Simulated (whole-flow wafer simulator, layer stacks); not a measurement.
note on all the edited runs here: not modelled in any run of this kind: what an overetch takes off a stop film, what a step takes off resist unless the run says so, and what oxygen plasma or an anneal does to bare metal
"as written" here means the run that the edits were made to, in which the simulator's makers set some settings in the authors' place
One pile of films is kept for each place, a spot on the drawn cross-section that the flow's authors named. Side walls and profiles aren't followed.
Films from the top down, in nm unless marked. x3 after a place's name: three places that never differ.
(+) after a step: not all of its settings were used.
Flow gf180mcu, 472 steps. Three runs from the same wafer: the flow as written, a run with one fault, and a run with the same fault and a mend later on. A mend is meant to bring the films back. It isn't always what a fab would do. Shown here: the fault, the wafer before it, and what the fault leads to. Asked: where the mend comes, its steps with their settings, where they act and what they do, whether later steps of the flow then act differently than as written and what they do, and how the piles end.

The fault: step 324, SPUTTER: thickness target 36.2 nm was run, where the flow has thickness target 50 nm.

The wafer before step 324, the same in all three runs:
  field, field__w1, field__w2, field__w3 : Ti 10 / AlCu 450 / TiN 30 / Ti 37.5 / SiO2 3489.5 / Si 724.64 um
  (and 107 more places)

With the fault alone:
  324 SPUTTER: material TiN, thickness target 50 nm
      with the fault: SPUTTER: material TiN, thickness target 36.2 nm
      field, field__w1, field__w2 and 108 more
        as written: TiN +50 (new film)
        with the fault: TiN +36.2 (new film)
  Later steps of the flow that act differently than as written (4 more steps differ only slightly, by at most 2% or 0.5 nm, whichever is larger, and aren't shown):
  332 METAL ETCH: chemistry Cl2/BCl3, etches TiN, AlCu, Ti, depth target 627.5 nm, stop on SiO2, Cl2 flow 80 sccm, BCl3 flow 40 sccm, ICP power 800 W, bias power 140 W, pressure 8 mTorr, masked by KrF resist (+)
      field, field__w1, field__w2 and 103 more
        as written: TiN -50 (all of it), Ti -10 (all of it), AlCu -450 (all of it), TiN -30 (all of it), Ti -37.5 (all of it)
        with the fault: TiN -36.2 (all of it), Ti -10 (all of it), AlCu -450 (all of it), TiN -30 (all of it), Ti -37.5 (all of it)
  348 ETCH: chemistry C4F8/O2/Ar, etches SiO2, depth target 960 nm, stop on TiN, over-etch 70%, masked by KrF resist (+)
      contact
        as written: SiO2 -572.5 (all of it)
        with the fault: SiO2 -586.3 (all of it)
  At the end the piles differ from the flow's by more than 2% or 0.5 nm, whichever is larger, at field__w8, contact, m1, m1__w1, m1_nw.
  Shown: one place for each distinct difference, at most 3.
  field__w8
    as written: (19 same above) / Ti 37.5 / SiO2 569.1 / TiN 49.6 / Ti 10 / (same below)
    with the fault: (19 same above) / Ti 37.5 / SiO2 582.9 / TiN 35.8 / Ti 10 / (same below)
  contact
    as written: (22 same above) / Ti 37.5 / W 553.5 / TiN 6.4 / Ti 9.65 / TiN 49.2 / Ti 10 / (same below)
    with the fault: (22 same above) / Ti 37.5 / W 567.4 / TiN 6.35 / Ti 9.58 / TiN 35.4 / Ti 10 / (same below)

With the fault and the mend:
  The mend comes after step 324.
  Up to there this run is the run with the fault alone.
  324a SPUTTER: material TiN, thickness target 13.8 nm (the flow's step 324 once more, with other settings)
      field, field__w1, field__w2 and 108 more
        TiN +13.8
  No later step of the flow acts differently than as written at any place that is followed.
  At the end the piles are the same as the flow's at every place that both follow.
